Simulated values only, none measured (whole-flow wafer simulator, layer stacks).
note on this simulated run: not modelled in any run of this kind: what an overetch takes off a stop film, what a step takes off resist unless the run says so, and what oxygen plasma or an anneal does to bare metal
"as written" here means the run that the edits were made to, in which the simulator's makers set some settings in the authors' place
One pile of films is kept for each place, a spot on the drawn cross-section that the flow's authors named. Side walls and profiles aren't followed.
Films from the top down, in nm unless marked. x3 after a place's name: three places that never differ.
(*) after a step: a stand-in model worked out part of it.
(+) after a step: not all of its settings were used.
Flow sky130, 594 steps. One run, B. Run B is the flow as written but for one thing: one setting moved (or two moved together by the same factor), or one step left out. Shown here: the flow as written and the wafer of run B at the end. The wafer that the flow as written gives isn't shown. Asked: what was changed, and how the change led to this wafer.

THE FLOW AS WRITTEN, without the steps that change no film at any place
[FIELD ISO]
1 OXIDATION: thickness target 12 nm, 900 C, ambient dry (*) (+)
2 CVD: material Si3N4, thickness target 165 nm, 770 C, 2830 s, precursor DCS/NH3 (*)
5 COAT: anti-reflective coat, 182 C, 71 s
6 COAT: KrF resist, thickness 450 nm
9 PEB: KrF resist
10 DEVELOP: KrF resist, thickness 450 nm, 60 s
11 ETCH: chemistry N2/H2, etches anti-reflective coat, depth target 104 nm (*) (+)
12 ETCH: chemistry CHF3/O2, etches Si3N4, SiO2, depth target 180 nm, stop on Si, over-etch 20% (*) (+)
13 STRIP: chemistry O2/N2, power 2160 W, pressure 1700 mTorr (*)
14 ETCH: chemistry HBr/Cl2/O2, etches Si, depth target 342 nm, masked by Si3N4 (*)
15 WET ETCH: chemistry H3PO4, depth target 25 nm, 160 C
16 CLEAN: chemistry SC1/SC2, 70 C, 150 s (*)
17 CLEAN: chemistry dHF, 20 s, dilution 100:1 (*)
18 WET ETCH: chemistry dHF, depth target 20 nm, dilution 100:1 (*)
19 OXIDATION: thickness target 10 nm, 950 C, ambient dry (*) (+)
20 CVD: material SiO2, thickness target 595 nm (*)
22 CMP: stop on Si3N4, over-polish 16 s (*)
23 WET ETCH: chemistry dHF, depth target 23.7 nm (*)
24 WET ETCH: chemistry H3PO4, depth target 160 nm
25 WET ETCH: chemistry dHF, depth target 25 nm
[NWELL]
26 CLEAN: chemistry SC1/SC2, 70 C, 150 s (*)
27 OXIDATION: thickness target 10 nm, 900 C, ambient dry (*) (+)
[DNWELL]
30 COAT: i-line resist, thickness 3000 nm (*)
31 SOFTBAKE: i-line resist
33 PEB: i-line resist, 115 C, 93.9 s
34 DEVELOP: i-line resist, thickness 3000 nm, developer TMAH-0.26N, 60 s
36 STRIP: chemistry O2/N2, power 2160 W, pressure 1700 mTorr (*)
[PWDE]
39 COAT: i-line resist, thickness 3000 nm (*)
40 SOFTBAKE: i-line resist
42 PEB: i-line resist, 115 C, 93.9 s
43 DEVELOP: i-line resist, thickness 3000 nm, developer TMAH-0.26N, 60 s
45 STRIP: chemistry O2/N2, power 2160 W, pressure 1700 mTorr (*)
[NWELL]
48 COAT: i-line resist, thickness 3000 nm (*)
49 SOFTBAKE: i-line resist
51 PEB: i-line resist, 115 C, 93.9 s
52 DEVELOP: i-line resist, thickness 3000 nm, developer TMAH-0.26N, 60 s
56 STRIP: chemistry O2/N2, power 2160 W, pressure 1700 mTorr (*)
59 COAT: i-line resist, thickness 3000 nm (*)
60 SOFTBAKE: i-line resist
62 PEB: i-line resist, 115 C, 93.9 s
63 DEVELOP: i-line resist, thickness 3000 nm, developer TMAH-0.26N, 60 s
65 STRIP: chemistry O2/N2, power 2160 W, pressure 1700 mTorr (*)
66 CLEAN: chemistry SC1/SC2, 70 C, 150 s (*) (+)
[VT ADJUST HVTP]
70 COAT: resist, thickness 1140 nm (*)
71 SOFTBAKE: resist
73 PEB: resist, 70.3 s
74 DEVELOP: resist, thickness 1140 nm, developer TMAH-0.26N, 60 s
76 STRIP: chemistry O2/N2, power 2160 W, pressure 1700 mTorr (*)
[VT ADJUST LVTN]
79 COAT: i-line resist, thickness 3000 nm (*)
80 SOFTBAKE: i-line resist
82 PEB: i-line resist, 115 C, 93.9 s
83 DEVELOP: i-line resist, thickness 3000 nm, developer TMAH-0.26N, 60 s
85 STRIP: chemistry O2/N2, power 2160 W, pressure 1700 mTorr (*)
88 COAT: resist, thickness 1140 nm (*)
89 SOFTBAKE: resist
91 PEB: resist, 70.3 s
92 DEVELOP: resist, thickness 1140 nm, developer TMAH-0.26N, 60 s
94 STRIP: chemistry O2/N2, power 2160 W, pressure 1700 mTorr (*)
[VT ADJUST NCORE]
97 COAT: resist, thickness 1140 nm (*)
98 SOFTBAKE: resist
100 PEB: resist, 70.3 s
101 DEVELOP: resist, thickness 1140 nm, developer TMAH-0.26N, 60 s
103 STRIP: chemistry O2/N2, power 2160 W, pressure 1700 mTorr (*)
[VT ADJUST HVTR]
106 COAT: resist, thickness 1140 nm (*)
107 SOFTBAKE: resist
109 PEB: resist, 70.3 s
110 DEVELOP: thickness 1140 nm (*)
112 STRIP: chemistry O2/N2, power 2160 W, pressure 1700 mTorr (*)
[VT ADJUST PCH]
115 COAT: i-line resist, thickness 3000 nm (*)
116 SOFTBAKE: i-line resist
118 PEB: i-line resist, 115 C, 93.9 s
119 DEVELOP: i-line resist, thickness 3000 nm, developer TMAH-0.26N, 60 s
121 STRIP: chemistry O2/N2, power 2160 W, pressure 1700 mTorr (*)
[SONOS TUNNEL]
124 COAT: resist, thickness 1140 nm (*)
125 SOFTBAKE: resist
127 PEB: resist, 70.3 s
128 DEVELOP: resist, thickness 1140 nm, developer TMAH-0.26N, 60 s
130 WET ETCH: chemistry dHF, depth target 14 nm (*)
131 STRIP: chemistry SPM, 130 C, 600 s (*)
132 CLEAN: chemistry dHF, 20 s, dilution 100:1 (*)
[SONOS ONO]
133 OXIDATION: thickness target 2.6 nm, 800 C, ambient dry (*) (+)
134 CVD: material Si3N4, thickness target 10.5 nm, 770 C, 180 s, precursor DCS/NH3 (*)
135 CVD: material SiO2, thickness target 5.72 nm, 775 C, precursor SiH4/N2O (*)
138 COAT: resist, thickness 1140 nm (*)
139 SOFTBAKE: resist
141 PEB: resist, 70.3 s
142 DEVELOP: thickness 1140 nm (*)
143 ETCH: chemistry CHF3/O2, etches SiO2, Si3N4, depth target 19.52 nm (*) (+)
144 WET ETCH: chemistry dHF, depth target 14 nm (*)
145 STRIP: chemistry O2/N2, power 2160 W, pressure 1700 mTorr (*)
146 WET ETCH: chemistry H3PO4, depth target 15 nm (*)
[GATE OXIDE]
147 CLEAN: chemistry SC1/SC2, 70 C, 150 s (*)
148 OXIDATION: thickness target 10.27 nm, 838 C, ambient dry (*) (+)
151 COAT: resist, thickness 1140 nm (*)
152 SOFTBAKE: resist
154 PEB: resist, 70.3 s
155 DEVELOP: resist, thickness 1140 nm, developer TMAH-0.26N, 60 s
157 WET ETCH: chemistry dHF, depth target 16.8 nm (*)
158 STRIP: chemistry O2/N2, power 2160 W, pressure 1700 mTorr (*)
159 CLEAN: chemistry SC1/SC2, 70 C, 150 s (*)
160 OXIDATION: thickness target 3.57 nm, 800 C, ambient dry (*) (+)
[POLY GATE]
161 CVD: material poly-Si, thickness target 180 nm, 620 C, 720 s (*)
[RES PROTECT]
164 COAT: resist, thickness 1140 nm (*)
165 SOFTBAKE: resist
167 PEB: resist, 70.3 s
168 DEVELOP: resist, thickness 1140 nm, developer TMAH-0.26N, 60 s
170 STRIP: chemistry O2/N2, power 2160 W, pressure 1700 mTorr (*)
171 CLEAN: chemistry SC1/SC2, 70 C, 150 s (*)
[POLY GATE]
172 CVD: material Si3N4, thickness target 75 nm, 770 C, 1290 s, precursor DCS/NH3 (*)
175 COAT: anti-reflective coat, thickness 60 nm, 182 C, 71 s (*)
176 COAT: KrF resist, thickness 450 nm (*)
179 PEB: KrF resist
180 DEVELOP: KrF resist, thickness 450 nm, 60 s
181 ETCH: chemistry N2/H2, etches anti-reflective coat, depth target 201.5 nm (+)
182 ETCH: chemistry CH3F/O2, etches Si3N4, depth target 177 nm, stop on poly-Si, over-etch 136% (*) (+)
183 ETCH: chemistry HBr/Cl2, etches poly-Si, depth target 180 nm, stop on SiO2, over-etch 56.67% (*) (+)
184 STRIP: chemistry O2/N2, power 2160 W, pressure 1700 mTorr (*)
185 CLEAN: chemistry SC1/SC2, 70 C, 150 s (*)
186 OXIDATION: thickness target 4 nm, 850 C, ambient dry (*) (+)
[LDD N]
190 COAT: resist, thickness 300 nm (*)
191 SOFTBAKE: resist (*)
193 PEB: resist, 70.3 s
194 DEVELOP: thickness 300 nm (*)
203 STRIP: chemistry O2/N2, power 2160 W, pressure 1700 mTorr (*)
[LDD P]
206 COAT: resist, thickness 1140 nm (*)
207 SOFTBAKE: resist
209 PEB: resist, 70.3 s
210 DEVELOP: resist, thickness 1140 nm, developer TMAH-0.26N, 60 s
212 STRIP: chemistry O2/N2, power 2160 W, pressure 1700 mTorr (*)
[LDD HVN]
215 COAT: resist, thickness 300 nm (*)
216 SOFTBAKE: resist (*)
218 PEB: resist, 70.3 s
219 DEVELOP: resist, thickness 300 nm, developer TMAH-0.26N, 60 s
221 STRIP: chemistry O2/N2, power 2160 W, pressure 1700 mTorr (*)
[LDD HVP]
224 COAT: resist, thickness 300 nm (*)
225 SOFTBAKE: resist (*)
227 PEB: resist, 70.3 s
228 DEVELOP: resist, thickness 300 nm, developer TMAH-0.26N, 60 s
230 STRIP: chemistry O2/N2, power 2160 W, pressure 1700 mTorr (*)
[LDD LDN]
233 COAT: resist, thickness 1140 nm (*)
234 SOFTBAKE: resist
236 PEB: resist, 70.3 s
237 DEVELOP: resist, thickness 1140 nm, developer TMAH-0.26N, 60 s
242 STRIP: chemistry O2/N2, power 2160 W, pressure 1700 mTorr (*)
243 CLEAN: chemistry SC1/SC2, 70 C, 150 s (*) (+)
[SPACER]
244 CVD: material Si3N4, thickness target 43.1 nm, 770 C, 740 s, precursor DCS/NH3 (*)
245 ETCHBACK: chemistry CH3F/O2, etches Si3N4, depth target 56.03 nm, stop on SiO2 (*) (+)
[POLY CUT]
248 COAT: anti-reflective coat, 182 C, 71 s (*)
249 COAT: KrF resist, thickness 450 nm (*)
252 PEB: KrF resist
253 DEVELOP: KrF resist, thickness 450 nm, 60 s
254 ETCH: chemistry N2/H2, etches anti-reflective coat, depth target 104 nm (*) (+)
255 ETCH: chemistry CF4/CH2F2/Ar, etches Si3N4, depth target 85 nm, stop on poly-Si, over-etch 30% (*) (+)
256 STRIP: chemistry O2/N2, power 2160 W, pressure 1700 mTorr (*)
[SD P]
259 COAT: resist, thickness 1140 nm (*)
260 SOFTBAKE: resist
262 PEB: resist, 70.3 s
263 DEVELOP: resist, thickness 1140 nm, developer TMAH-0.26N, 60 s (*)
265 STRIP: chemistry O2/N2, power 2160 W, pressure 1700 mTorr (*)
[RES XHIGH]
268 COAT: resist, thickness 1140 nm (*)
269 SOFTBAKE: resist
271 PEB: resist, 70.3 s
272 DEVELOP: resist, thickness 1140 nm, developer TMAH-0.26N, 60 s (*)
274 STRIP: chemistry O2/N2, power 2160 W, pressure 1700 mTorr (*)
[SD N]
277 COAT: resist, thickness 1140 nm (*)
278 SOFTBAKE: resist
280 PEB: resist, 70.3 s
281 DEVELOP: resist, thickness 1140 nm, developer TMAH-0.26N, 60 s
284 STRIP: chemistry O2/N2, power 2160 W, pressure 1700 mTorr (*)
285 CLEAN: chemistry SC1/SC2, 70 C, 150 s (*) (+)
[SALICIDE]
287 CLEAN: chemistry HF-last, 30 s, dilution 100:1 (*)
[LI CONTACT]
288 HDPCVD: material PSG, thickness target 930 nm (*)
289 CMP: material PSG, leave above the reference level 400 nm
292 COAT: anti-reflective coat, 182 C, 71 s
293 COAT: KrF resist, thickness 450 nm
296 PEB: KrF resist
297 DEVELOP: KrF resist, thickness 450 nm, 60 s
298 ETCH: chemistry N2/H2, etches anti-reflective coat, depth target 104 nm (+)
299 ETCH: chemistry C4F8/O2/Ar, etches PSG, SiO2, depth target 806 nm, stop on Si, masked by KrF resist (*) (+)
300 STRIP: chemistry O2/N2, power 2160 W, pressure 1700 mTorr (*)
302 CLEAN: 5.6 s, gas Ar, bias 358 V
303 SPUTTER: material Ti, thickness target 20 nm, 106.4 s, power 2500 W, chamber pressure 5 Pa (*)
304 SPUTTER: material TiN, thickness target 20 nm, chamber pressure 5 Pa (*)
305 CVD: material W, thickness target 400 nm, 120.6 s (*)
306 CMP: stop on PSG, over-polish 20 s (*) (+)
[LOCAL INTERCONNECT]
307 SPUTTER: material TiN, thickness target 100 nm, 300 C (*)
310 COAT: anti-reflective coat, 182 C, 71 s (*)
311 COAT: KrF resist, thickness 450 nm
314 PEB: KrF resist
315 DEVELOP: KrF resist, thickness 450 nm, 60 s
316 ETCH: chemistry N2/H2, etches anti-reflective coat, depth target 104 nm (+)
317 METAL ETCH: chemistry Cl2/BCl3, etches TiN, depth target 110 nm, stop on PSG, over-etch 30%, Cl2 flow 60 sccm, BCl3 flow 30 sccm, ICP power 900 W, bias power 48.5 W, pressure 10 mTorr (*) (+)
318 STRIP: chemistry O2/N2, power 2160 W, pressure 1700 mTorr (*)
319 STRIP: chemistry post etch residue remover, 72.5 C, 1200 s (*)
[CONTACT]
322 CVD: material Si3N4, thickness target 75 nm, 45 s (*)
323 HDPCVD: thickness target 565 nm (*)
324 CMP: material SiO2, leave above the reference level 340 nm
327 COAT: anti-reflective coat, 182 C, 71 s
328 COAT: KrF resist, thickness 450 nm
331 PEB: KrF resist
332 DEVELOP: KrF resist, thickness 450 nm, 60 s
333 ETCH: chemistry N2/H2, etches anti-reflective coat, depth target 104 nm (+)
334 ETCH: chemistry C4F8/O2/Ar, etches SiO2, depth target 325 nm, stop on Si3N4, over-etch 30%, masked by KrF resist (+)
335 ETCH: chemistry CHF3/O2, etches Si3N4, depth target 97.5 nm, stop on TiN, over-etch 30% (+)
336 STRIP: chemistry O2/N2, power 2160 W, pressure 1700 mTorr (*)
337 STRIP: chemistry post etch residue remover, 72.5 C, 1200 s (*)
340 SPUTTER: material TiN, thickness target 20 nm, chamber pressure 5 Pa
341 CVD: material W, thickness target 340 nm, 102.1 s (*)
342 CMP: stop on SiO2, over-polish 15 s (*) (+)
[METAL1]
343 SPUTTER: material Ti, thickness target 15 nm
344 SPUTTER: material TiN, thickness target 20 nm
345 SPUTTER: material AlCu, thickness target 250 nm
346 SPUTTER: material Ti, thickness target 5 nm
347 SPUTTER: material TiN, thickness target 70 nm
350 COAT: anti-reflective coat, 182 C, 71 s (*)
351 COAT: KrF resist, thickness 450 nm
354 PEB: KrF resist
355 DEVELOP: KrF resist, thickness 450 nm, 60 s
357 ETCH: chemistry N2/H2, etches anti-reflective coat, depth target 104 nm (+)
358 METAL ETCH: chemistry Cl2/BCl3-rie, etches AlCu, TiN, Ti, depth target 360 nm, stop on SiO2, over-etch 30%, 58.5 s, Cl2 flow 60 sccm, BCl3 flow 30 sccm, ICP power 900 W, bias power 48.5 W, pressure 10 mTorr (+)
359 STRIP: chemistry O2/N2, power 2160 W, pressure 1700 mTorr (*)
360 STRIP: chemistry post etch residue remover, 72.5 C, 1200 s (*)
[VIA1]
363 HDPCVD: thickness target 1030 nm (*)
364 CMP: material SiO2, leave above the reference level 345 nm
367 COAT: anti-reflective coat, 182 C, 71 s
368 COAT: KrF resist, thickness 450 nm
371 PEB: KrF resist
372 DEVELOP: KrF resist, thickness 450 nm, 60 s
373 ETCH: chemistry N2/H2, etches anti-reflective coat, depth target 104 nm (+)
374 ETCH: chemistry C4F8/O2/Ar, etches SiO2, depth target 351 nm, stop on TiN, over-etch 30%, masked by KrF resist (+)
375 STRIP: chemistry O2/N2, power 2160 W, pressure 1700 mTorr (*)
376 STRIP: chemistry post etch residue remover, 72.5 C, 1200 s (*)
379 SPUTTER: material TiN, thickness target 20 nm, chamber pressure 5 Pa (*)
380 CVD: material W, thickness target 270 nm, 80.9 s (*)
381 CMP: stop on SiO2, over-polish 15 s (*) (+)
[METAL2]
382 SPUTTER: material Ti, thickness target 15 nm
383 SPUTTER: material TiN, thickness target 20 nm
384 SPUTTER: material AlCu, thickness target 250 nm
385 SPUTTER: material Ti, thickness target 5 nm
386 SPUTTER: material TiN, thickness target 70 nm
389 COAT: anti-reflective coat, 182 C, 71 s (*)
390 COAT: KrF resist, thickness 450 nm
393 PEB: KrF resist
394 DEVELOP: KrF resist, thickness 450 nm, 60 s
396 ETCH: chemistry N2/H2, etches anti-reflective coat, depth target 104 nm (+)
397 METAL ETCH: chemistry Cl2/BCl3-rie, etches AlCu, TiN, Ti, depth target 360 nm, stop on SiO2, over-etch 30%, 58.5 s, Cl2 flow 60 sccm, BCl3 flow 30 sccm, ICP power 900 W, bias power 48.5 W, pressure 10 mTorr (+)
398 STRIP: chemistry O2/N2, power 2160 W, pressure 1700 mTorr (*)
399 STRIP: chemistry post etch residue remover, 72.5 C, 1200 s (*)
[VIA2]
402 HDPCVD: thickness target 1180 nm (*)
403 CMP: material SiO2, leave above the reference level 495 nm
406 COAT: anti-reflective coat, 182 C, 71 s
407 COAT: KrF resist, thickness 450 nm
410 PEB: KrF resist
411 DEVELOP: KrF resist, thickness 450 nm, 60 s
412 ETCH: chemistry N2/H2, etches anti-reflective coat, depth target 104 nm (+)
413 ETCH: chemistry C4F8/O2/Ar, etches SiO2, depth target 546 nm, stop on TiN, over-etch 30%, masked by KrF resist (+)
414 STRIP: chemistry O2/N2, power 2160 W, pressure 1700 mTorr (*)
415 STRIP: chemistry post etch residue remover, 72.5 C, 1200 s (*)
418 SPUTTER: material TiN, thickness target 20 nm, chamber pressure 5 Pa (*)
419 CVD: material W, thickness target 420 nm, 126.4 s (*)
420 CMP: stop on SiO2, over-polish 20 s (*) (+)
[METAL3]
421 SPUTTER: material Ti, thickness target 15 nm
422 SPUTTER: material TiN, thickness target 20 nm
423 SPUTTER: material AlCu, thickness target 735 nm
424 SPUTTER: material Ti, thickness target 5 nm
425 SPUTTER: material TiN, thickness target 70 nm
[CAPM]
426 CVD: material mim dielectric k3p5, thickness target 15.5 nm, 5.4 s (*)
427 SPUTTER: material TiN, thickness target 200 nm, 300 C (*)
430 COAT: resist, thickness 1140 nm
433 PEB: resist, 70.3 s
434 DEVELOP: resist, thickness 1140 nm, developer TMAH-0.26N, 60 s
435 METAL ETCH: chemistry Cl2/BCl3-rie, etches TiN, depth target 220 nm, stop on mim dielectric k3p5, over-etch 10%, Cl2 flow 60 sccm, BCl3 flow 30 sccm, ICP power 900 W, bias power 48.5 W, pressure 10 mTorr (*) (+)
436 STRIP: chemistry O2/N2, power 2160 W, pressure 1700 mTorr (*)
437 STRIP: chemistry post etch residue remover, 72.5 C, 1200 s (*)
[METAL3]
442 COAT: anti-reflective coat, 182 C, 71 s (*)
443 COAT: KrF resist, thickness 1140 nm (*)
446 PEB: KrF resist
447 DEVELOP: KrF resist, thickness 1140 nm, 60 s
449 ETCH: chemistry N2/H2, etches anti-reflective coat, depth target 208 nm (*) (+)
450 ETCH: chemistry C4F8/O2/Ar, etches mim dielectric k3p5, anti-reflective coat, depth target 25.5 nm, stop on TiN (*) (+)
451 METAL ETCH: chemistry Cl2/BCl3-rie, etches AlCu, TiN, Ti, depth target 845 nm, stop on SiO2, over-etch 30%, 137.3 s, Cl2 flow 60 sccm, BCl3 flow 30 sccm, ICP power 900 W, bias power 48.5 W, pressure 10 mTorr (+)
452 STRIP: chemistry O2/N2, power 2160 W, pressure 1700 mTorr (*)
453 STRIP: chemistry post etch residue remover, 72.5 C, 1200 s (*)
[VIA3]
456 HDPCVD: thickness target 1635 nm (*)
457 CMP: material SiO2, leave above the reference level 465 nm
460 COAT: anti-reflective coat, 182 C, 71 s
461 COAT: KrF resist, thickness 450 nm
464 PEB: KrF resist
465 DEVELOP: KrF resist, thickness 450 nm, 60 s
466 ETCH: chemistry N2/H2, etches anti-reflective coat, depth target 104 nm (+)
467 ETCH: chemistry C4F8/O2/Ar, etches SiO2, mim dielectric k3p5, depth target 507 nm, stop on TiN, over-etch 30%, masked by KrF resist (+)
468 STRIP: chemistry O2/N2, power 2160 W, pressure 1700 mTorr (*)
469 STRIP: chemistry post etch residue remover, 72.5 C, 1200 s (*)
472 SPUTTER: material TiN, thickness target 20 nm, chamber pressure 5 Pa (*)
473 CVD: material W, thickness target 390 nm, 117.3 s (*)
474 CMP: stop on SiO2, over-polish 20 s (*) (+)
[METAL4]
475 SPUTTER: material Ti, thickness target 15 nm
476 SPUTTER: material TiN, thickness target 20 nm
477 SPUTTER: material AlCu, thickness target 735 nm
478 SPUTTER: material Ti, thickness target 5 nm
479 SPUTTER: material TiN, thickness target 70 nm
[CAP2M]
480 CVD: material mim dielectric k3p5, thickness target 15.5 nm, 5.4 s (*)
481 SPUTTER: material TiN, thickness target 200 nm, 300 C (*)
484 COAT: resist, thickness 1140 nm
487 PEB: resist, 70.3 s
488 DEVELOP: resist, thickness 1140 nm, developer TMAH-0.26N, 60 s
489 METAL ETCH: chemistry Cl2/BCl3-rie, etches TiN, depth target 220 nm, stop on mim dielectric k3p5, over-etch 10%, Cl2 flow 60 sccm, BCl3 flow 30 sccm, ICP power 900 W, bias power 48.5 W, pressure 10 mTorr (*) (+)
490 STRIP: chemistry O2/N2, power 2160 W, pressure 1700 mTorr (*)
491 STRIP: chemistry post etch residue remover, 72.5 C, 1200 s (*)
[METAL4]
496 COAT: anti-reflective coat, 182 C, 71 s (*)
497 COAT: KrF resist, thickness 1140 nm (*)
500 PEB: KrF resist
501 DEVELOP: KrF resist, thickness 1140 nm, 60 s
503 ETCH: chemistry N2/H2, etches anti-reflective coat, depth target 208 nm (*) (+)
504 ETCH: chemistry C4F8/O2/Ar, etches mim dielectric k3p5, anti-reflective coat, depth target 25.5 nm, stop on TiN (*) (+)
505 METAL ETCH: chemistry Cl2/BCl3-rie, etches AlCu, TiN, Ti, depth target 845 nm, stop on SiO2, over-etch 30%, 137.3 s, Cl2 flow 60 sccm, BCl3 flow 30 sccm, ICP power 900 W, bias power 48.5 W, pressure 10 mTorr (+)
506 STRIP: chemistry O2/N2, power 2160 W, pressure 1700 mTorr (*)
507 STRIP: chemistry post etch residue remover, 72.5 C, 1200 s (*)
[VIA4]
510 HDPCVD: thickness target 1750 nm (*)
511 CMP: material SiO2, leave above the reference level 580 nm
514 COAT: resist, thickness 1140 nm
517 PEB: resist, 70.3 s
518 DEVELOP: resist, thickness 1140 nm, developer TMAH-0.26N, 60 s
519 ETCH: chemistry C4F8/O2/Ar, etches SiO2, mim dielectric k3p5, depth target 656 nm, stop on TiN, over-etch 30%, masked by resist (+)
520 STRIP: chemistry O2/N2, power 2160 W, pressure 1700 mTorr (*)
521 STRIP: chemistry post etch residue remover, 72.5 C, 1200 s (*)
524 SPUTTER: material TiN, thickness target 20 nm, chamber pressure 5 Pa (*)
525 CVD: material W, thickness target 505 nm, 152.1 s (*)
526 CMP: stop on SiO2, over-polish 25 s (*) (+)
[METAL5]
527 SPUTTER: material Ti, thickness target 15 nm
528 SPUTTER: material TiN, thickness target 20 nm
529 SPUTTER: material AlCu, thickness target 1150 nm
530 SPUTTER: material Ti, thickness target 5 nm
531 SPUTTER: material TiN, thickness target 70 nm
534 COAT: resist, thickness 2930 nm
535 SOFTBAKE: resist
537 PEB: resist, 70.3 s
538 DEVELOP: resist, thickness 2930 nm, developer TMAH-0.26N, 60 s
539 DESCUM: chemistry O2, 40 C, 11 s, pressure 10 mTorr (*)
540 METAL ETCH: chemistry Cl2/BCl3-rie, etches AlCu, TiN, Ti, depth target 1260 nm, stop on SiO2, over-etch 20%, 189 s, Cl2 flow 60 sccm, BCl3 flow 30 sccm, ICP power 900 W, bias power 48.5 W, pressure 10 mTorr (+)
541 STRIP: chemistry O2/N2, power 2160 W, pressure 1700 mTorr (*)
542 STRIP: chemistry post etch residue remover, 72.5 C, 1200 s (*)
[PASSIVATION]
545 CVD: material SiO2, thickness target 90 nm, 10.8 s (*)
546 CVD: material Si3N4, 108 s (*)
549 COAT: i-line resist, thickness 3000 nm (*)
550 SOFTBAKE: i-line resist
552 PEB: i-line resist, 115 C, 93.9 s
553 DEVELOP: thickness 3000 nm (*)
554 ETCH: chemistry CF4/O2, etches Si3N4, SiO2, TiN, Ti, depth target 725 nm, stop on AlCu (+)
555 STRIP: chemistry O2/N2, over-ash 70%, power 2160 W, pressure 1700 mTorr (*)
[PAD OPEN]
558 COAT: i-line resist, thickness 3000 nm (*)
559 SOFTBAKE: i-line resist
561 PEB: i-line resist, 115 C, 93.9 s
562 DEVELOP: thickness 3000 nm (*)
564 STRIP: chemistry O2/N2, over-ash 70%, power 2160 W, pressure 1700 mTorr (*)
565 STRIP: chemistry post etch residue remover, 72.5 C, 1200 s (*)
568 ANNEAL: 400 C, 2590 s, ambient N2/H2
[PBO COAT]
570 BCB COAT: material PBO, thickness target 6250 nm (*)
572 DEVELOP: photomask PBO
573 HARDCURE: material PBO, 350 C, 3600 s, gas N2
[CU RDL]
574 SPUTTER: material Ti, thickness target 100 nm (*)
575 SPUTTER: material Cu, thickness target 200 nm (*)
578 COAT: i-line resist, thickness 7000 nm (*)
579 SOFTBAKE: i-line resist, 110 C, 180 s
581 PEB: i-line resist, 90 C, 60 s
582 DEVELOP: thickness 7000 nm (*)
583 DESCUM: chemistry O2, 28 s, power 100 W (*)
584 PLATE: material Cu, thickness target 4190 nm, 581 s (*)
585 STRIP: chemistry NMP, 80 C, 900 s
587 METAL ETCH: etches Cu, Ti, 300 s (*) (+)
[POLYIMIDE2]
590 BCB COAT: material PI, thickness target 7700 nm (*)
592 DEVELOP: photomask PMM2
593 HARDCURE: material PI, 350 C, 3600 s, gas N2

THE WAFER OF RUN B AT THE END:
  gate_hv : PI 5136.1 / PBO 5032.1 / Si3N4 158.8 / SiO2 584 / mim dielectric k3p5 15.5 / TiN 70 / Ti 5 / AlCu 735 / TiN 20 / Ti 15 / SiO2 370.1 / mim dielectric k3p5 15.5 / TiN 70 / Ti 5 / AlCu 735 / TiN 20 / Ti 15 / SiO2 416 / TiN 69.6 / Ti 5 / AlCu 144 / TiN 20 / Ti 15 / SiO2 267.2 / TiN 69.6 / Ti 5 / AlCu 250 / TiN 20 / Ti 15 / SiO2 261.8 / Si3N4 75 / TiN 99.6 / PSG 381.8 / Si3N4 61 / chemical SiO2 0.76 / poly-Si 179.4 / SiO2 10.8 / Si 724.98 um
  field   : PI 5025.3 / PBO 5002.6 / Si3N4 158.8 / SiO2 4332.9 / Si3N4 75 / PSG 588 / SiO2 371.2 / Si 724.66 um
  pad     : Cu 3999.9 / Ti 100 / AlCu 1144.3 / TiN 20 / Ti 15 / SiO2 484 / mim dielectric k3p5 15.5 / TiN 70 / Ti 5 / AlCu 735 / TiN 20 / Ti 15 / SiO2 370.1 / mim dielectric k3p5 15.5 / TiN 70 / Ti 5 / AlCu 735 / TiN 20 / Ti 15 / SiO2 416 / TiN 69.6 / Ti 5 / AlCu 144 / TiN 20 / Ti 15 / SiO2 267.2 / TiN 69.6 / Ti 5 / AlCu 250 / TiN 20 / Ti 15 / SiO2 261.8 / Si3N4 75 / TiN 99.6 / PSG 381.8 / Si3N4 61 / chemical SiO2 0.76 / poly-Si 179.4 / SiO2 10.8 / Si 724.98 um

The cause: step 384, SPUTTER: thickness target 144 nm was run, where the flow has thickness target 250 nm.
It can be read off the wafer: gate_hv has AlCu 144, and step 384 as written asks for 250 nm.

How the change led to this, step by step:
  384 SPUTTER: material AlCu, thickness target 250 nm
      field, active, n_well and 188 more: AlCu +144 (new film) (as written it would be: AlCu +250 (new film))
  397 METAL ETCH: chemistry Cl2/BCl3-rie, etches AlCu, TiN, Ti, depth target 360 nm, stop on SiO2, over-etch 30%, 58.5 s, Cl2 flow 60 sccm, BCl3 flow 30 sccm, ICP power 900 W, bias power 48.5 W, pressure 10 mTorr (+)
      field, active, gate and 82 more: TiN -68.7 (all of it), Ti -5 (all of it), AlCu -144 (all of it), TiN -20 (all of it), Ti -15 (all of it), SiO2 -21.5 (as written it would be: TiN -68.7 (all of it), Ti -5 (all of it), AlCu -250 (all of it), TiN -20 (all of it), Ti -15 (all of it), SiO2 -10.9)
  403 CMP: material SiO2, leave above the reference level 495 nm
      field, active, gate and 82 more: SiO2 -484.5 (as written it would be: SiO2 -389.1)
